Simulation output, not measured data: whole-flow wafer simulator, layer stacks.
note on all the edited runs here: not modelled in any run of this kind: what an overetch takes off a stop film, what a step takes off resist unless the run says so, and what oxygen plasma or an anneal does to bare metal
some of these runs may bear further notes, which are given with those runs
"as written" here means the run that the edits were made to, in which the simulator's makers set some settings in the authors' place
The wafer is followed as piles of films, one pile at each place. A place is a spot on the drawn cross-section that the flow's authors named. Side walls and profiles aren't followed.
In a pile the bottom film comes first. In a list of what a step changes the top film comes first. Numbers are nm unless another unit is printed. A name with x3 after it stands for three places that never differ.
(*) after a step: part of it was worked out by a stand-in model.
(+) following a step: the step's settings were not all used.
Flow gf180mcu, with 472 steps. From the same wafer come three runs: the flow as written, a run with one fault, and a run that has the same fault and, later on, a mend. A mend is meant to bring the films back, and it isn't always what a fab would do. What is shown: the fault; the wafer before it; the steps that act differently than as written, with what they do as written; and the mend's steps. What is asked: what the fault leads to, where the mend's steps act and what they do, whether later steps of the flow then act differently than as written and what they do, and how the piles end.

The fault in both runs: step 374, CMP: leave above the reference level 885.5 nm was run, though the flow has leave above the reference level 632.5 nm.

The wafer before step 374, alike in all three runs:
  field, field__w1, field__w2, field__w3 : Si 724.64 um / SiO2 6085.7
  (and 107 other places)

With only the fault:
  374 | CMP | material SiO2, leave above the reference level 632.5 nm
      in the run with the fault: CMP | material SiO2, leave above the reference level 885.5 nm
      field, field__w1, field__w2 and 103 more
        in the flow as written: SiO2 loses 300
        in the run with the fault: SiO2 loses 47
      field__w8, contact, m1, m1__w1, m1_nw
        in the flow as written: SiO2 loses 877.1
        in the run with the fault: SiO2 loses 624.1
  Steps further on in the flow that do not act as written:
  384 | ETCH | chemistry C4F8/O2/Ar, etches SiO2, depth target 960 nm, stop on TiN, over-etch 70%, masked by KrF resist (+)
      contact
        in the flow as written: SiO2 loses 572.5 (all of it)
        in the run with the fault: SiO2 loses 825.5 (all of it)
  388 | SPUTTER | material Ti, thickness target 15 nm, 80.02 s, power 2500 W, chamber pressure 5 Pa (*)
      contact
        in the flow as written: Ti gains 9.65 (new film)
        in the run with the fault: Ti gains 8.34 (new film)
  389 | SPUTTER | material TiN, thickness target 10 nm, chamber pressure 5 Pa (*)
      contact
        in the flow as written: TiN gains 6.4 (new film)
        in the run with the fault: TiN gains 5.52 (new film)
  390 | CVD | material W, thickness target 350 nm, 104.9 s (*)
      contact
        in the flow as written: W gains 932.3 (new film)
        in the run with the fault: W gains 1187.5 (new film)
  By the end, the piles at field, field__w1, field__w2 and 109 more depart from the flow's by more than 2% or 0.5 nm, whichever is larger.
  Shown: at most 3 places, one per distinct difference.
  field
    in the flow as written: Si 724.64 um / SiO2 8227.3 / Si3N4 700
    in the run with the fault: Si 724.64 um / SiO2 8480.3 / Si3N4 700
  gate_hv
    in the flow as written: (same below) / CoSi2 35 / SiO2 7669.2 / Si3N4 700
    in the run with the fault: (same below) / CoSi2 35 / SiO2 7922.2 / Si3N4 700
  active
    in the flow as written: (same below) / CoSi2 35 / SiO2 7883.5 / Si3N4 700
    in the run with the fault: (same below) / CoSi2 35 / SiO2 8136.5 / Si3N4 700

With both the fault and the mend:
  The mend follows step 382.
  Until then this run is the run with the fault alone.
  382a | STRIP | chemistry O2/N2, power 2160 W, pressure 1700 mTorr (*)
      field, field__w1, field__w2 and 107 more
        KrF resist loses 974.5 (all of it), anti-reflective coat loses 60 (all of it)
      contact
        anti-reflective coat loses 60 (all of it)
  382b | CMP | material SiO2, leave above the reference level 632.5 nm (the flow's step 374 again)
      field, field__w1, field__w2 and 108 more
        SiO2 loses 253
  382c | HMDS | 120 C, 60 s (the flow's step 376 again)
      leaves every film unchanged at each place that is followed
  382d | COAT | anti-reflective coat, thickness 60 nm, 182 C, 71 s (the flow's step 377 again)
      field, field__w1, field__w2 and 108 more
        anti-reflective coat gains 60 (new film)
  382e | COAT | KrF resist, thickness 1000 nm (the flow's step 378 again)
      field, field__w1, field__w2 and 108 more
        KrF resist gains 1000 (new film)
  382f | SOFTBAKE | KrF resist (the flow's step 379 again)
      leaves every film unchanged at each place that is followed
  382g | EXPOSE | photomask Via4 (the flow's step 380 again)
      leaves every film unchanged at each place that is followed
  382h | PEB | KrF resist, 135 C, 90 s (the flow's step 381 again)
      field, field__w1, field__w2 and 108 more
        KrF resist loses 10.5
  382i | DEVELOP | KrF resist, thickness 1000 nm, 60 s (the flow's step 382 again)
      field, field__w1, field__w2 and 107 more
        KrF resist loses 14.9
      contact
        KrF resist loses 989.5 (all of it)
  Every later step of the flow that is run acts as written at every place that is followed.
  At every place that both follow, the piles at the end match the flow's.
